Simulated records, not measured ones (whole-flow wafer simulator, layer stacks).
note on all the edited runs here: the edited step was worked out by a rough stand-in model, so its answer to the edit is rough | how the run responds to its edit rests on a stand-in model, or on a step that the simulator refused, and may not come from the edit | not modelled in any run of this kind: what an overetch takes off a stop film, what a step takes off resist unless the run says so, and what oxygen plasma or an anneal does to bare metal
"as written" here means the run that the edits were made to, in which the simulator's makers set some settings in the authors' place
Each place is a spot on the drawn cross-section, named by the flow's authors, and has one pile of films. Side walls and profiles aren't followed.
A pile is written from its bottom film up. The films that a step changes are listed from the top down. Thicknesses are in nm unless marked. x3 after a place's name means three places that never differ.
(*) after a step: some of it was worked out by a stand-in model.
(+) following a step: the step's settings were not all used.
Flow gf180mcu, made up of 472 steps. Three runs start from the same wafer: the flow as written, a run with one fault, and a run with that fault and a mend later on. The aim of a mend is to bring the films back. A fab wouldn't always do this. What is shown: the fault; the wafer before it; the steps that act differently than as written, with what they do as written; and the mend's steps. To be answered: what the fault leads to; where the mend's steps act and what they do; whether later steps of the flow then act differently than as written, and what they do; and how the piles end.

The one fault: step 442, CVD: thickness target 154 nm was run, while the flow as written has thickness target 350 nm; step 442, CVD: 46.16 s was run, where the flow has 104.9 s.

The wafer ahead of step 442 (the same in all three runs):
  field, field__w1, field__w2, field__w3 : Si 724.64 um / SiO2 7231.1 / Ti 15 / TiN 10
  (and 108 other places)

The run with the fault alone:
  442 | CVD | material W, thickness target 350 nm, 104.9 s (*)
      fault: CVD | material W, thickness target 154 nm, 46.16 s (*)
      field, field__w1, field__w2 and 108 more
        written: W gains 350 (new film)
        fault: W gains 155.7 (new film)
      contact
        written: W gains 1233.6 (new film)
        fault: W gains 1039.3 (new film)
  Steps later in the flow that act otherwise than as written:
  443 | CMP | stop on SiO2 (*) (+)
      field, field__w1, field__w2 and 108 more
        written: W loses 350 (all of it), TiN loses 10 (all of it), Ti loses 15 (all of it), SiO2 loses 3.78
        fault: W loses 155.7 (all of it), TiN loses 10 (all of it), Ti loses 15 (all of it), SiO2 loses 1.82
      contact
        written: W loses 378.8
        fault: W loses 182.5
  The piles end only slightly different from the flow's at the places that both follow, by no more than 2% or 0.5 nm, whichever is larger.

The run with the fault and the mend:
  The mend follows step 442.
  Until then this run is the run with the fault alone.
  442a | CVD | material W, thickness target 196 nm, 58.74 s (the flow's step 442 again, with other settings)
      field, field__w1, field__w2 and 109 more
        W gains 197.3
  None of the later steps of the flow differs from how it acts as written, at any place that is followed, by more than 2% or 0.5 nm, whichever is larger.
  The piles end only slightly different from the flow's at the places that both follow, by no more than 2% or 0.5 nm, whichever is larger.
